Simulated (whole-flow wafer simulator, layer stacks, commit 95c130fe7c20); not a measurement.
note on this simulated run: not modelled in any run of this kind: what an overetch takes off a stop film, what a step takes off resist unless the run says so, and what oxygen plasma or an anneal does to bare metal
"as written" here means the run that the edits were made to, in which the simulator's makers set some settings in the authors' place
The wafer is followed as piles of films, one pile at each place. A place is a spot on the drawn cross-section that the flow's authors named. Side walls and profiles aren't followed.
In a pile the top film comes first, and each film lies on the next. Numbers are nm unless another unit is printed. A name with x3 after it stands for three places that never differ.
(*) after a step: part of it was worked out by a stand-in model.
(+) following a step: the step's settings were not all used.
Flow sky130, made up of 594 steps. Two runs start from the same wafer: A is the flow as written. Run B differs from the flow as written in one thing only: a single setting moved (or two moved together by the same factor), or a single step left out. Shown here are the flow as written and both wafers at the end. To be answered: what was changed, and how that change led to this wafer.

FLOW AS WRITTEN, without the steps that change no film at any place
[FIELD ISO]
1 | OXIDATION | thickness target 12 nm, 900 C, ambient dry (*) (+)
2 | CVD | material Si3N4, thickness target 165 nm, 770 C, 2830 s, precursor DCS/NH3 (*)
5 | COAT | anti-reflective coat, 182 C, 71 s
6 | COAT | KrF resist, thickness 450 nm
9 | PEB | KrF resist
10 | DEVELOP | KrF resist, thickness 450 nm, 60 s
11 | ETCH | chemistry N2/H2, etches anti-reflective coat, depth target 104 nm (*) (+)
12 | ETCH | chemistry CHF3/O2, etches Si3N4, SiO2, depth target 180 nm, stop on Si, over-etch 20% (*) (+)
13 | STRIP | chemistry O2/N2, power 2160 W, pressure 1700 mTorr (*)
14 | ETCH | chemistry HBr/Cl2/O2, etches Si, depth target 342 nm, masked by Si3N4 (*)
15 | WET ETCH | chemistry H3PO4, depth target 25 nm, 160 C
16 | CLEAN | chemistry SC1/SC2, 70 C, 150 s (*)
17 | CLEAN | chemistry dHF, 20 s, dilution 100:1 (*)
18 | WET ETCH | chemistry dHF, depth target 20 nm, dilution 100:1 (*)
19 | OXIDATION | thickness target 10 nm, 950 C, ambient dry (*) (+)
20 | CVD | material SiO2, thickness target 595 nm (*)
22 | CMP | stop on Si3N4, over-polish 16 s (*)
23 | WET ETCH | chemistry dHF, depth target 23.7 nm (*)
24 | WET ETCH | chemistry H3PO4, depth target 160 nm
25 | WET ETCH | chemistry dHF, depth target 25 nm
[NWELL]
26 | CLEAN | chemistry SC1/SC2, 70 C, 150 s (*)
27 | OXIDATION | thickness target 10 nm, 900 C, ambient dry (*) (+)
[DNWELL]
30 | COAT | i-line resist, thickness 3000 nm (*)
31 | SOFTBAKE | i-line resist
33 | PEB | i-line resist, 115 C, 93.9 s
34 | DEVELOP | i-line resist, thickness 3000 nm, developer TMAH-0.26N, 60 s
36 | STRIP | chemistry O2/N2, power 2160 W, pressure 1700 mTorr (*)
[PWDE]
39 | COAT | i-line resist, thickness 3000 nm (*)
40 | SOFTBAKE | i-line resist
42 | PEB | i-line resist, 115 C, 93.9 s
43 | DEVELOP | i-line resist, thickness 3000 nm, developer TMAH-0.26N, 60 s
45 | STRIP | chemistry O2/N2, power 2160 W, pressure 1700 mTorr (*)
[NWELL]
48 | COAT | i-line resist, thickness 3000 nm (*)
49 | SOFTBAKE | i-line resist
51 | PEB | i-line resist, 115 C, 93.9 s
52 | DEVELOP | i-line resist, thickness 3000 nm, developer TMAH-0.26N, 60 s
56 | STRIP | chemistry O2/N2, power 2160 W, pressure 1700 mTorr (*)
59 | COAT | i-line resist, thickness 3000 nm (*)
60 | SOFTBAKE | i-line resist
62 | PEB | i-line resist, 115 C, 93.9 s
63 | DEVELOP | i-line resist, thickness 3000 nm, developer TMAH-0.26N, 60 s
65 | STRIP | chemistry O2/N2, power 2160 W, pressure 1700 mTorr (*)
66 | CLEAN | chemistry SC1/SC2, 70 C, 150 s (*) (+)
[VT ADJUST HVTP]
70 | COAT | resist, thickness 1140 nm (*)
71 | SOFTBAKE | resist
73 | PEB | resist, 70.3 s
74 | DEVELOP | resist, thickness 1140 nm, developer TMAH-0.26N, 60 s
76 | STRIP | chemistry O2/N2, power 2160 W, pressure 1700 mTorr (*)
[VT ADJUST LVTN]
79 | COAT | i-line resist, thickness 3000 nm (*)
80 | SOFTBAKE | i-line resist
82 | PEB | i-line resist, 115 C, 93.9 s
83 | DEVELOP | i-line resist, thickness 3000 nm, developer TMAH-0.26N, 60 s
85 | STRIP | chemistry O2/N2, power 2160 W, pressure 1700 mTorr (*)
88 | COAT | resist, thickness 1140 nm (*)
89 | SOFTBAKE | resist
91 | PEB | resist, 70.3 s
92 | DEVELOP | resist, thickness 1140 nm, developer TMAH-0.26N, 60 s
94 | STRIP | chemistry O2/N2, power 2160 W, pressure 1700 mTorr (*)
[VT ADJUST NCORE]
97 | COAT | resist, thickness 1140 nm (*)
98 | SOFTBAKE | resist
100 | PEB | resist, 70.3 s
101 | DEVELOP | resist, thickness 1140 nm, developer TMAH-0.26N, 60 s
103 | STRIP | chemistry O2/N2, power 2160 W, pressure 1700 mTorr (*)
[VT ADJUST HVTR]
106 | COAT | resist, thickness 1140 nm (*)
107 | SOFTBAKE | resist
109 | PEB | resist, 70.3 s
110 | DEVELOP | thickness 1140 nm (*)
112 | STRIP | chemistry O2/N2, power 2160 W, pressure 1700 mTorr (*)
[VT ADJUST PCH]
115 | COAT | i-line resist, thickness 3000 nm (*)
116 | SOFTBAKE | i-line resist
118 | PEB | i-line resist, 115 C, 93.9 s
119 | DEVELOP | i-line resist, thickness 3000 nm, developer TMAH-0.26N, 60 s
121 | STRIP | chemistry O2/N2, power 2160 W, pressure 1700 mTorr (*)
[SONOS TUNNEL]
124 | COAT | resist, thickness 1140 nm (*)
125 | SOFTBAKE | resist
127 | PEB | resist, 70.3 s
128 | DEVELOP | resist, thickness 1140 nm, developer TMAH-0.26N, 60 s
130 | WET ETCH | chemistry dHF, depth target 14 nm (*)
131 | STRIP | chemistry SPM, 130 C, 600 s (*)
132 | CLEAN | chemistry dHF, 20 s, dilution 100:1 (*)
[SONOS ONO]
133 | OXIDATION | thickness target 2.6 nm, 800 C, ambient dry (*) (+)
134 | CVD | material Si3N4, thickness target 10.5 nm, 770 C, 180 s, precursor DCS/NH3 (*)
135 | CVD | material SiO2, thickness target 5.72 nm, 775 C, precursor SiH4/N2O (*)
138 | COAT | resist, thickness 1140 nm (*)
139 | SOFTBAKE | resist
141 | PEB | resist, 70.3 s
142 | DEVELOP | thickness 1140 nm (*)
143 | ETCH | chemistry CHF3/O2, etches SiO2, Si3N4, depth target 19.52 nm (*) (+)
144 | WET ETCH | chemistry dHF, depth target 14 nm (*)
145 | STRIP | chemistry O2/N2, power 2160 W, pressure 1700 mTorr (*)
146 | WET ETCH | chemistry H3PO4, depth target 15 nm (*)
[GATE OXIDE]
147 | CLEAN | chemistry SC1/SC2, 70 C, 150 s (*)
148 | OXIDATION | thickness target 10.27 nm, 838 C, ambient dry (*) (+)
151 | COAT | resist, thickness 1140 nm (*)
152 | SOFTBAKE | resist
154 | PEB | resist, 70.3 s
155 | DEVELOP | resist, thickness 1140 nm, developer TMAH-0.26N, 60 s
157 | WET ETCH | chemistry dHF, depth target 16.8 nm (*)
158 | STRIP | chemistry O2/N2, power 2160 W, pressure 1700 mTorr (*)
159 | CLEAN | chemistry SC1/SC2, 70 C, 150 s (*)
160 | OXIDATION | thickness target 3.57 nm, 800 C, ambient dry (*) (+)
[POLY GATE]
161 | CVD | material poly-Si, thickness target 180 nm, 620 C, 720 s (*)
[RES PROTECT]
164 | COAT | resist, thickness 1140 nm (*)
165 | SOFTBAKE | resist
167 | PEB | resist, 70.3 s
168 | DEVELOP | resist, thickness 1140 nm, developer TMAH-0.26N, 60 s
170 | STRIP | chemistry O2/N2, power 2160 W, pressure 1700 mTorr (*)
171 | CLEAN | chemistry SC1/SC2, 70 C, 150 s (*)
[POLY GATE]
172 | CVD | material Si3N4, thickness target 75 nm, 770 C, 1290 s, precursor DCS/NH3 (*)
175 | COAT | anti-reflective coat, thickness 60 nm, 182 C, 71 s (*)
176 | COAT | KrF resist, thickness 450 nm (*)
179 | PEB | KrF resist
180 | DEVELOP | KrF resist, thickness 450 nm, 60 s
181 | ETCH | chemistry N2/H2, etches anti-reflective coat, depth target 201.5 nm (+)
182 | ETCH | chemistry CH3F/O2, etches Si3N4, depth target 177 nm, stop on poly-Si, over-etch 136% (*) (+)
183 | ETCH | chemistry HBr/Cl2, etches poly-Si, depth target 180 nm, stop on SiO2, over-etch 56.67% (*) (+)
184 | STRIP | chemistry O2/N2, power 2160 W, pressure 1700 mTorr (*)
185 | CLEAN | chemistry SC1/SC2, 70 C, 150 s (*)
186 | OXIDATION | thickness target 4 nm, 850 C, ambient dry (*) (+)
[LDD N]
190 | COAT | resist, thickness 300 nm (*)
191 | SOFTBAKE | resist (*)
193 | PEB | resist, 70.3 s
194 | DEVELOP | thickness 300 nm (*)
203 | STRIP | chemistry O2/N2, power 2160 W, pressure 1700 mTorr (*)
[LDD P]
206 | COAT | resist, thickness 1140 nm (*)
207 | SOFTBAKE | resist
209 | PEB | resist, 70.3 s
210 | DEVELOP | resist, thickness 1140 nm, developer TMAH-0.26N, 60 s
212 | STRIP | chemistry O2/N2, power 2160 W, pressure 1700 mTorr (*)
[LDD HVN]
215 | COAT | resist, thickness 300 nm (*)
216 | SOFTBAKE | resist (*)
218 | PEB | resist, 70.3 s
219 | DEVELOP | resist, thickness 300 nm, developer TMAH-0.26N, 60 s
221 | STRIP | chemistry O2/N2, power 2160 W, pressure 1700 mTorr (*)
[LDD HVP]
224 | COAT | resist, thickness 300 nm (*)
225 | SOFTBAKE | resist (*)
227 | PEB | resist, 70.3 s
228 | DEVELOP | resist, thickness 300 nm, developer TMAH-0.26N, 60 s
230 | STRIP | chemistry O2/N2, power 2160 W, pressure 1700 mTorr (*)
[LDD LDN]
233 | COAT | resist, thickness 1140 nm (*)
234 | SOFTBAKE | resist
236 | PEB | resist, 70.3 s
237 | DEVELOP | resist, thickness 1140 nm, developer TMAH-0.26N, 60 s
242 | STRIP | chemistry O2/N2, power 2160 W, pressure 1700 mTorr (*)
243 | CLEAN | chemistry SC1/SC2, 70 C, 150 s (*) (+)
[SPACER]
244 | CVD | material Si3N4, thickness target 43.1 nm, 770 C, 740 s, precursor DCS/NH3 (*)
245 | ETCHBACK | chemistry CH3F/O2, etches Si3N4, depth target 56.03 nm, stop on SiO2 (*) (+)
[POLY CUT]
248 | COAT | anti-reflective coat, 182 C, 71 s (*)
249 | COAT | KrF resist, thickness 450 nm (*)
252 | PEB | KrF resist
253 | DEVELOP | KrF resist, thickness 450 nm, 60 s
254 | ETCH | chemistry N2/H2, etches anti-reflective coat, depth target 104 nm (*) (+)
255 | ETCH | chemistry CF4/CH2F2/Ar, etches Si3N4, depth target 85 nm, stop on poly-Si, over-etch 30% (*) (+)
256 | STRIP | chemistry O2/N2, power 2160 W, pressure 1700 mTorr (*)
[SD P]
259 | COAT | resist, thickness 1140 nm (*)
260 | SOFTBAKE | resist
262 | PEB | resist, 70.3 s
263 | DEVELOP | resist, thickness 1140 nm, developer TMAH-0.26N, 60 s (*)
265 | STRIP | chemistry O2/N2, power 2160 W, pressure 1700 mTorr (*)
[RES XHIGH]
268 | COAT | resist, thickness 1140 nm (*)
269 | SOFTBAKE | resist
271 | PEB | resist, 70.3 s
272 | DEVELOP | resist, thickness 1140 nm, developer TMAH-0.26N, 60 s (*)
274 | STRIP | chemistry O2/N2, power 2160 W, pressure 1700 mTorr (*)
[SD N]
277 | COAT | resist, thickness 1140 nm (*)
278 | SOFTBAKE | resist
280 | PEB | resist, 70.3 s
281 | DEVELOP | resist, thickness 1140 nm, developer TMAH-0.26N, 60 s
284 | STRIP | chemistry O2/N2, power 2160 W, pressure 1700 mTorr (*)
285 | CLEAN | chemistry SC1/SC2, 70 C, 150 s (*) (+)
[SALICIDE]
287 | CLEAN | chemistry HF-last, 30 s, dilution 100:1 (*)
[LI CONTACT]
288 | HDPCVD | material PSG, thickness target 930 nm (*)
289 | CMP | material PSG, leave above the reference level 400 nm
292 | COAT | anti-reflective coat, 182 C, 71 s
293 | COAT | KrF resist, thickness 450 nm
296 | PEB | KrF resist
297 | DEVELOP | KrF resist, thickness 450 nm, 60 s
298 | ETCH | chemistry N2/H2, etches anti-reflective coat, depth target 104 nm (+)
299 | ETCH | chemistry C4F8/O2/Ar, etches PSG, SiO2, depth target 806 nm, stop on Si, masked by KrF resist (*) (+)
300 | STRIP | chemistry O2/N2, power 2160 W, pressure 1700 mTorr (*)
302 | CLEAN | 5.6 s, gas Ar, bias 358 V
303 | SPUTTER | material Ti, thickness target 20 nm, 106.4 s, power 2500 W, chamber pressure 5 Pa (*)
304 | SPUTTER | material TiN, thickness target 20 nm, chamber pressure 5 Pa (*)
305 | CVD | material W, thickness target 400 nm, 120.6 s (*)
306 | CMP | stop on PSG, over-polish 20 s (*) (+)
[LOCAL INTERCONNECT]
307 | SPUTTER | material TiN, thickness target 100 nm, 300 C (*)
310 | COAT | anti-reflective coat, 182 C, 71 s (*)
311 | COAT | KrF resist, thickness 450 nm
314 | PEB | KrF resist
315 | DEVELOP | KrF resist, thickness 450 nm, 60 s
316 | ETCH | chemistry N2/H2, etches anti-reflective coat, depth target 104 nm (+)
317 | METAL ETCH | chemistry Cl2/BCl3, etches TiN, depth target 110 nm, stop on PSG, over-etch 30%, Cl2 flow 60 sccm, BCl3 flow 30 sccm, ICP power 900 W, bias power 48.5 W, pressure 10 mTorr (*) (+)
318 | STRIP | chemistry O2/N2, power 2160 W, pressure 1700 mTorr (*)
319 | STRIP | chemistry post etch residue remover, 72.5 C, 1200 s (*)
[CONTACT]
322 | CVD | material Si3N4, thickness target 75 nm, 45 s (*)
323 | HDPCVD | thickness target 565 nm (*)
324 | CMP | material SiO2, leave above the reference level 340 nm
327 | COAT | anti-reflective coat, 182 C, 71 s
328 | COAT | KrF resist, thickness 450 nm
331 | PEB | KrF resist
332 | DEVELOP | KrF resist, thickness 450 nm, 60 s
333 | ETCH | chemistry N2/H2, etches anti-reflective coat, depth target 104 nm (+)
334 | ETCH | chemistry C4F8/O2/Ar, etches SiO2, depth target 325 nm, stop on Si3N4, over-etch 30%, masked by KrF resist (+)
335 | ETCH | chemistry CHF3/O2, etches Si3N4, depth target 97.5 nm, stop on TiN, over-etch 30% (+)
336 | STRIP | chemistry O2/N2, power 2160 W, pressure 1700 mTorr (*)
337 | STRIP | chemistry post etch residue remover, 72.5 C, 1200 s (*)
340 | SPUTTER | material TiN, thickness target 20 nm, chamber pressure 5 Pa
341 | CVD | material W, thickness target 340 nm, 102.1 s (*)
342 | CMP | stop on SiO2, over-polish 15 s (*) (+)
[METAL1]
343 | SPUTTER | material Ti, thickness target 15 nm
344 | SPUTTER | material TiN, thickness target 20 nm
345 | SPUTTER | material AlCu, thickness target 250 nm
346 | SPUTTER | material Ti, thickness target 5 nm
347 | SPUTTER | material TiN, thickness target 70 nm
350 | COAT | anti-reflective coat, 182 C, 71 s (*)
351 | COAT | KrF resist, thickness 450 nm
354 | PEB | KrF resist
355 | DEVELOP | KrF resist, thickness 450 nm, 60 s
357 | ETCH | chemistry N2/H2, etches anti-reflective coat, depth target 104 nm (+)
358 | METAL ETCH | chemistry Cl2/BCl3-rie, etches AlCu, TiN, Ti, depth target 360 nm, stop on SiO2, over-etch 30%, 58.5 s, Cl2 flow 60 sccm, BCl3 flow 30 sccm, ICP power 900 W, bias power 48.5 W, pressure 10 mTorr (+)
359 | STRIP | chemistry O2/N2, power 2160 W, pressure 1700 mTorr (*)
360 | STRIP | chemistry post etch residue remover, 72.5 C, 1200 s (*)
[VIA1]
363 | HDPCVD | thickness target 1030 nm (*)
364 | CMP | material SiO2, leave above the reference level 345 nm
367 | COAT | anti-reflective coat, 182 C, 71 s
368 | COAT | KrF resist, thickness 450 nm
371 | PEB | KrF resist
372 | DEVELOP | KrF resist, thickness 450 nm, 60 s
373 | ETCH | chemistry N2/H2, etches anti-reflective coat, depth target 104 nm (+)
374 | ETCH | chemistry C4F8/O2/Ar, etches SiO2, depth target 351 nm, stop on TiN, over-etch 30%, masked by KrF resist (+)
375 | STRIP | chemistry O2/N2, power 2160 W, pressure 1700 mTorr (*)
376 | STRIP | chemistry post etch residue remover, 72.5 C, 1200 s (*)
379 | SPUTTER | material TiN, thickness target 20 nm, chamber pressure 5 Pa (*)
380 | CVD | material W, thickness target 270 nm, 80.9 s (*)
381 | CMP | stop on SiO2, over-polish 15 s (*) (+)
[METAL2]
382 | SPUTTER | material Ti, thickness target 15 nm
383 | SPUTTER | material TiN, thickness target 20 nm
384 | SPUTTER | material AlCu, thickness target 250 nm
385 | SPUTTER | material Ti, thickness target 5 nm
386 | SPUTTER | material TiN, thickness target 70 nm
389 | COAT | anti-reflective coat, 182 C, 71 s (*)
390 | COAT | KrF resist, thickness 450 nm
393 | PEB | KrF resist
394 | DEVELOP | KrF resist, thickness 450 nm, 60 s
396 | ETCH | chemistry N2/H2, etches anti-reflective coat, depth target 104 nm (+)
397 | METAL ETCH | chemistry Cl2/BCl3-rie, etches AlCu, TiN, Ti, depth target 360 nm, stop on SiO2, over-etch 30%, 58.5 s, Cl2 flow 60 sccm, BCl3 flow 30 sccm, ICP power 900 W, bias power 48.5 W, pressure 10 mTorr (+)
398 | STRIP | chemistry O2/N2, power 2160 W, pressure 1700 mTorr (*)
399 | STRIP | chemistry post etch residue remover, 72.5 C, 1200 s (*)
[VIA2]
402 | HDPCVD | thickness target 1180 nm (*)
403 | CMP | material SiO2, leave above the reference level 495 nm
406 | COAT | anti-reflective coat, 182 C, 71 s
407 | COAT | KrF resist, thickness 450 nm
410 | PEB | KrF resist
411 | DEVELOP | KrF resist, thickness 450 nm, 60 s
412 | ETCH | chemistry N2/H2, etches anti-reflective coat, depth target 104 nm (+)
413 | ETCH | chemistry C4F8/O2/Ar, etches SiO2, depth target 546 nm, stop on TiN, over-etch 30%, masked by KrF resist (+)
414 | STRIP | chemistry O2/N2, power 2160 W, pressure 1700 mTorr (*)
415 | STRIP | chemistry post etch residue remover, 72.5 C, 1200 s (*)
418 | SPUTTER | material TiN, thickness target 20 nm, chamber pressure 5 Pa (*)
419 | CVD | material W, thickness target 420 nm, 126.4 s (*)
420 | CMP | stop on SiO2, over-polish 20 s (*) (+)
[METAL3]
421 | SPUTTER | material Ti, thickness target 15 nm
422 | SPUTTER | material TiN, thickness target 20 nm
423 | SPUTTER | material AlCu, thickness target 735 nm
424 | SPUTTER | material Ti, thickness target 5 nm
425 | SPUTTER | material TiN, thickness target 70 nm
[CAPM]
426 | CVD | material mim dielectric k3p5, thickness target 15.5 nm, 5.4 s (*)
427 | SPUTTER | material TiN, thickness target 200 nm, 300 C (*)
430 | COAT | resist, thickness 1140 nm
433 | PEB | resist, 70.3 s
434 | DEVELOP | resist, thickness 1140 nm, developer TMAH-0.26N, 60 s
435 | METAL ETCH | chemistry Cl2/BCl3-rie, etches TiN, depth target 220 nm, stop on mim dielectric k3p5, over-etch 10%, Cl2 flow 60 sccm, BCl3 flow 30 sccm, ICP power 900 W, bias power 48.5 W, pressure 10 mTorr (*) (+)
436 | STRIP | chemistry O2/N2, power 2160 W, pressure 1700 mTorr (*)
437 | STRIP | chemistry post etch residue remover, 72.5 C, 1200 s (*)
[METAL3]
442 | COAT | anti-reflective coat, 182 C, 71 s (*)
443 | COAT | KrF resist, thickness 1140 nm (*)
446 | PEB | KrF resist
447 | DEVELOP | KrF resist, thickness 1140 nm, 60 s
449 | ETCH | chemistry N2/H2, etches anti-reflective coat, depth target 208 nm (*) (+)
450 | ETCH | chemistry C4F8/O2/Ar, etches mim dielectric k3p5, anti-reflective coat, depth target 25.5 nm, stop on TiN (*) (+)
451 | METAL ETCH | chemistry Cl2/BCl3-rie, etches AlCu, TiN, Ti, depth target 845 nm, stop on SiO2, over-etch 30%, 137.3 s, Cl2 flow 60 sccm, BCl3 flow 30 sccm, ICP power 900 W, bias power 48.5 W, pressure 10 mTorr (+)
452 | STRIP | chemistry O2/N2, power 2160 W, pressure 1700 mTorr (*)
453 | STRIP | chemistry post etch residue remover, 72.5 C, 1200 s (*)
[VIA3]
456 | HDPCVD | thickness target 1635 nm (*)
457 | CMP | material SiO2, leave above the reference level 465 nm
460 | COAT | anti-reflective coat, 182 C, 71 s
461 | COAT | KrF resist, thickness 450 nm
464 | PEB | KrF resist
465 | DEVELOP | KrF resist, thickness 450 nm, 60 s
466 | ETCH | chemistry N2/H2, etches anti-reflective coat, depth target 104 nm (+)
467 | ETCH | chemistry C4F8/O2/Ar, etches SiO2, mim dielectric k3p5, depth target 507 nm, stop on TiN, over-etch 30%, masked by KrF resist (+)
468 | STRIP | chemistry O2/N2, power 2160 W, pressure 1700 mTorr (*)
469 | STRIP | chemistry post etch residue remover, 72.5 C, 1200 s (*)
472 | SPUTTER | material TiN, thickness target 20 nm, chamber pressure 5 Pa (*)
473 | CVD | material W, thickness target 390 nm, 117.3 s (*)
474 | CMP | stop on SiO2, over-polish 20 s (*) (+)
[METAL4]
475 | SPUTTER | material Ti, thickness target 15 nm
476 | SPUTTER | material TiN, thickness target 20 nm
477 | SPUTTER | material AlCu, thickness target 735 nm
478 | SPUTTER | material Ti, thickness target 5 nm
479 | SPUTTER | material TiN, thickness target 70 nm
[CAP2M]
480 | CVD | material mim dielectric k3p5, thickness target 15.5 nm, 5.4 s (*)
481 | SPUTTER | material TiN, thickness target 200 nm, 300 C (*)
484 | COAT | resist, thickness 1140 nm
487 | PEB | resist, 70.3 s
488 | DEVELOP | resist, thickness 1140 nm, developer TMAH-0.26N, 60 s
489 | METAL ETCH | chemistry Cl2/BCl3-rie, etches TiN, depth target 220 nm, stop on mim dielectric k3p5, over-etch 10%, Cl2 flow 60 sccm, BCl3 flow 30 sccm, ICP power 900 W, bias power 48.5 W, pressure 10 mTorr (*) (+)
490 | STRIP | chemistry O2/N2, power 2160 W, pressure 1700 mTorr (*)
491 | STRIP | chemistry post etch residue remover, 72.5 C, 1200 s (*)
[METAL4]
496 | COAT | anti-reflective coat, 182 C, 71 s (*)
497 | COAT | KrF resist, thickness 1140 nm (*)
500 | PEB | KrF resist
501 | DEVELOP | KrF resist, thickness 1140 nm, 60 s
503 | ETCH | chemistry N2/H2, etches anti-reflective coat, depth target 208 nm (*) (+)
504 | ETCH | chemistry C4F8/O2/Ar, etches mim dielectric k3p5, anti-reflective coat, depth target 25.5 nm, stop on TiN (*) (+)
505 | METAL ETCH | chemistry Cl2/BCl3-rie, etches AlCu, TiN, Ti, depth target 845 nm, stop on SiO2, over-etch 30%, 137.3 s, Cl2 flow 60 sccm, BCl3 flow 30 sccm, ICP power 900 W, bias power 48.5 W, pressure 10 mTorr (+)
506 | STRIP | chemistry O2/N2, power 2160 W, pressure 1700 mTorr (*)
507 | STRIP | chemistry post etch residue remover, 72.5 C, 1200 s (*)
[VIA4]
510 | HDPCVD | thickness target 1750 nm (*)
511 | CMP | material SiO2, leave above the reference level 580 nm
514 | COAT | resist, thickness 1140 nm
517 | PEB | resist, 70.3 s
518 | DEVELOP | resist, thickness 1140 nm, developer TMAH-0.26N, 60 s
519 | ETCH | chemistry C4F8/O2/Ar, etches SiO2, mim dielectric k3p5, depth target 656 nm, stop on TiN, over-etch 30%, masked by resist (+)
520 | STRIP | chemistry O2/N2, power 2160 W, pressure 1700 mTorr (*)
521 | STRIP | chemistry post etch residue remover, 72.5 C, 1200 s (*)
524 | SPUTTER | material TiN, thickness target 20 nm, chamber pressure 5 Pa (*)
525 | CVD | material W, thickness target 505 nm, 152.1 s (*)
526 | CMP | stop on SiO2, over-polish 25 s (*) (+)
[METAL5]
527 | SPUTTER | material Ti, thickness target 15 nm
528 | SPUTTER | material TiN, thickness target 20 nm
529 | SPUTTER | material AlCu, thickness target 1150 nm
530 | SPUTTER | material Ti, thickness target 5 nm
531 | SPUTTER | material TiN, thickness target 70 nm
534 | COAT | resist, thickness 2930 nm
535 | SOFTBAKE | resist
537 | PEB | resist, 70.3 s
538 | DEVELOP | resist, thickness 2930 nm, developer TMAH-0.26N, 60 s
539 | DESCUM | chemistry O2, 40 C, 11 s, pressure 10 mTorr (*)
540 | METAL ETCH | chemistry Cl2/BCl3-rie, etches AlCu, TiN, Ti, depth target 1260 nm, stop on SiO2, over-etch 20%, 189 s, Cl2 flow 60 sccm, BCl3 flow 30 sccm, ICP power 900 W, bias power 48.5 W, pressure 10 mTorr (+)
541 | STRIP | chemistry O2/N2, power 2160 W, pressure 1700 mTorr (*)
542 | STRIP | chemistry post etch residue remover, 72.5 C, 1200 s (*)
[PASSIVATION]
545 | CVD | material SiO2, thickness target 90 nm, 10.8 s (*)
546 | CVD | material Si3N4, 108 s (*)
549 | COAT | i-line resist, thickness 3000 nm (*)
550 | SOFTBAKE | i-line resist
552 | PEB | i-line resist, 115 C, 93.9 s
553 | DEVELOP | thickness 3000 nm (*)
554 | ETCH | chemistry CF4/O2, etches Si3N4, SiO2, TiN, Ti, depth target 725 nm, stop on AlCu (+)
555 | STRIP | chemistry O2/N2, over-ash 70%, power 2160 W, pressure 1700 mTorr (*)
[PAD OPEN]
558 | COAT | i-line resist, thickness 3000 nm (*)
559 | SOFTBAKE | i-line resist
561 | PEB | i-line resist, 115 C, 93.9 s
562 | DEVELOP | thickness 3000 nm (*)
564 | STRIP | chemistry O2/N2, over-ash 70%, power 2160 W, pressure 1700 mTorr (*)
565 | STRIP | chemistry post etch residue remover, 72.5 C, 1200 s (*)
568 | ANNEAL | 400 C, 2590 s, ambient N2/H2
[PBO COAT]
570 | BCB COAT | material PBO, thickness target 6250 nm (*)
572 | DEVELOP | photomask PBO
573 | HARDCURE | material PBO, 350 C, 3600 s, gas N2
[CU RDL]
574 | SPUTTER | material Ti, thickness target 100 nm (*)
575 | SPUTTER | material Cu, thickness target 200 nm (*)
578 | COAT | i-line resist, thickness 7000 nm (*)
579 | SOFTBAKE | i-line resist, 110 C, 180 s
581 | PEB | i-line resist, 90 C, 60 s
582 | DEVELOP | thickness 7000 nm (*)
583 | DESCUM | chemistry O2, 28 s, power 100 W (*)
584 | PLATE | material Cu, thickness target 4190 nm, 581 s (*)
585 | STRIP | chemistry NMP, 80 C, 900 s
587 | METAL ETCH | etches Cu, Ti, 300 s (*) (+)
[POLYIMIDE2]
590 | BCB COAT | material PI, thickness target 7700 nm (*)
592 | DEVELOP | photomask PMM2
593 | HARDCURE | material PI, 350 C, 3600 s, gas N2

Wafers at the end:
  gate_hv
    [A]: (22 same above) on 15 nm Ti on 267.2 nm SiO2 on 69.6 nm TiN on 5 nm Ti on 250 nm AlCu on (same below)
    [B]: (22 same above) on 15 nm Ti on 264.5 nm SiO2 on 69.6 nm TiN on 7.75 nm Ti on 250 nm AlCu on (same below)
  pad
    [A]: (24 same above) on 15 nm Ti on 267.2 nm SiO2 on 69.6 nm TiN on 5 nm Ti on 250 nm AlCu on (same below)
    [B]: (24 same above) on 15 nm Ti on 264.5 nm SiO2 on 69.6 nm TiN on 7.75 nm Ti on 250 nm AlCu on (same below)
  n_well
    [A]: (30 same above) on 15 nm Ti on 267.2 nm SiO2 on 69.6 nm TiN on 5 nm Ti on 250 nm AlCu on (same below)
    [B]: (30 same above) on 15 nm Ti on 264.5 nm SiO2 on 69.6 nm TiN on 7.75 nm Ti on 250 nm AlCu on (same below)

The reason: step 346, SPUTTER: thickness target 7.75 nm was run, while the flow as written has thickness target 5 nm.
The wafer lets one read it off: gate_hv has Ti 7.75, and step 346 as written asks for 5 nm.

The path from the change to this, step by step:
  346 | SPUTTER | material Ti, thickness target 5 nm
      field, active, n_well and 188 more: A +5 Ti (new film) | B +7.75 Ti (new film)
  358 | METAL ETCH | chemistry Cl2/BCl3-rie, etches AlCu, TiN, Ti, depth target 360 nm, stop on SiO2, over-etch 30%, 58.5 s, Cl2 flow 60 sccm, BCl3 flow 30 sccm, ICP power 900 W, bias power 48.5 W, pressure 10 mTorr (+)
      field, active, gate and 81 more: A -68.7 TiN (all of it), -5 Ti (all of it), -250 AlCu (all of it), -20 TiN (all of it), -15 Ti (all of it), -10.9 SiO2 | B -68.7 TiN (all of it), -7.75 Ti (all of it), -250 AlCu (all of it), -20 TiN (all of it), -15 Ti (all of it), -10.7 SiO2
